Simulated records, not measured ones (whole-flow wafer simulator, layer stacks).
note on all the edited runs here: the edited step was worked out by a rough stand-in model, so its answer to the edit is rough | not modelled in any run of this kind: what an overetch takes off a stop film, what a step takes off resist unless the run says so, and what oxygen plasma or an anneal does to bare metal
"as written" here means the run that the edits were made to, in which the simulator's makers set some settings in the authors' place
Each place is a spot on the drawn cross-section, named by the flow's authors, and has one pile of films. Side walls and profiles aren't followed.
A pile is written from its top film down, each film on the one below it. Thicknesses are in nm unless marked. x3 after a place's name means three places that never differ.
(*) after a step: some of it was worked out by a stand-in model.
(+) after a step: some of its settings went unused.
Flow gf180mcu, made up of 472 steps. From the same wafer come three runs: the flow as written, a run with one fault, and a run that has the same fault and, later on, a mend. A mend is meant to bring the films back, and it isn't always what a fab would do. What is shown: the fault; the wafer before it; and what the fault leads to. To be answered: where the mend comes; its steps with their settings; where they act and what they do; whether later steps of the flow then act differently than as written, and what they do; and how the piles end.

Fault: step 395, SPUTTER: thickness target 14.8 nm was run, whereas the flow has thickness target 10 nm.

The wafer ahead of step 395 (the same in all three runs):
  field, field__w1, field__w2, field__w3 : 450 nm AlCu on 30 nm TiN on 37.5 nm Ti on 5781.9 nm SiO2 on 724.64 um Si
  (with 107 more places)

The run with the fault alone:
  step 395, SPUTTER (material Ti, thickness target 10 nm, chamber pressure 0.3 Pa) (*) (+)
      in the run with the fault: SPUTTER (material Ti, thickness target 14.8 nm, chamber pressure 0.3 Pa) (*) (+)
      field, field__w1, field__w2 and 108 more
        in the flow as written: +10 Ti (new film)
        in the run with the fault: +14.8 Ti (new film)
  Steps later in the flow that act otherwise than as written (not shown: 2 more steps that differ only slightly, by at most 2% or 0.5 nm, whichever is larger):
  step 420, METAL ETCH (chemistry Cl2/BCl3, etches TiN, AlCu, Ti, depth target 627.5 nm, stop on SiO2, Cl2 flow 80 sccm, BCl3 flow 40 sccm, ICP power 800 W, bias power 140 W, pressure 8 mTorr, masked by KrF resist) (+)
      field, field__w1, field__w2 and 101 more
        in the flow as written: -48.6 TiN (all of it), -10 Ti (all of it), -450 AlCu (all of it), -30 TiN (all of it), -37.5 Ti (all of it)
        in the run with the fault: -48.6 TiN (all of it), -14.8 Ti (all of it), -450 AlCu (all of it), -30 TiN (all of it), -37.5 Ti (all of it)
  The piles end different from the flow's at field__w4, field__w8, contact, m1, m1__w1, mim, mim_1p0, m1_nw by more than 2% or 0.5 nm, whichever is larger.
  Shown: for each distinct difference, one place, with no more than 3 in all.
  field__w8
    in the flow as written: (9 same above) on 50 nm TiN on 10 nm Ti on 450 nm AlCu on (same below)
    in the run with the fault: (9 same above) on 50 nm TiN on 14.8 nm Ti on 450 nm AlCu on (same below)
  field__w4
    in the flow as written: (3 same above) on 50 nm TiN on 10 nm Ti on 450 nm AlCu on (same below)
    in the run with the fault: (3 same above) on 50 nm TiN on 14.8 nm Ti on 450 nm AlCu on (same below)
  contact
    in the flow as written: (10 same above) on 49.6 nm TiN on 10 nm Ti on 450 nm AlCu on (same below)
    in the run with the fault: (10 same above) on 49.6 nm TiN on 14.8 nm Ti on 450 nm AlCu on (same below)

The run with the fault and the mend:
  The mend follows step 395.
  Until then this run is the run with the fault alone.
  step 395a, METAL ETCH (chemistry Cl2/BCl3, etches TiN, AlCu, Ti, depth target 4.8 nm, Cl2 flow 80 sccm, BCl3 flow 40 sccm, ICP power 800 W, bias power 140 W, pressure 8 mTorr) (the flow's step 260, run once more with other settings)
      field, field__w1, field__w2 and 108 more
        -4.8 Ti
  None of the later steps of the flow acts differently than as written at any place that is followed.
  The piles end the same as the flow's at every place that both follow.
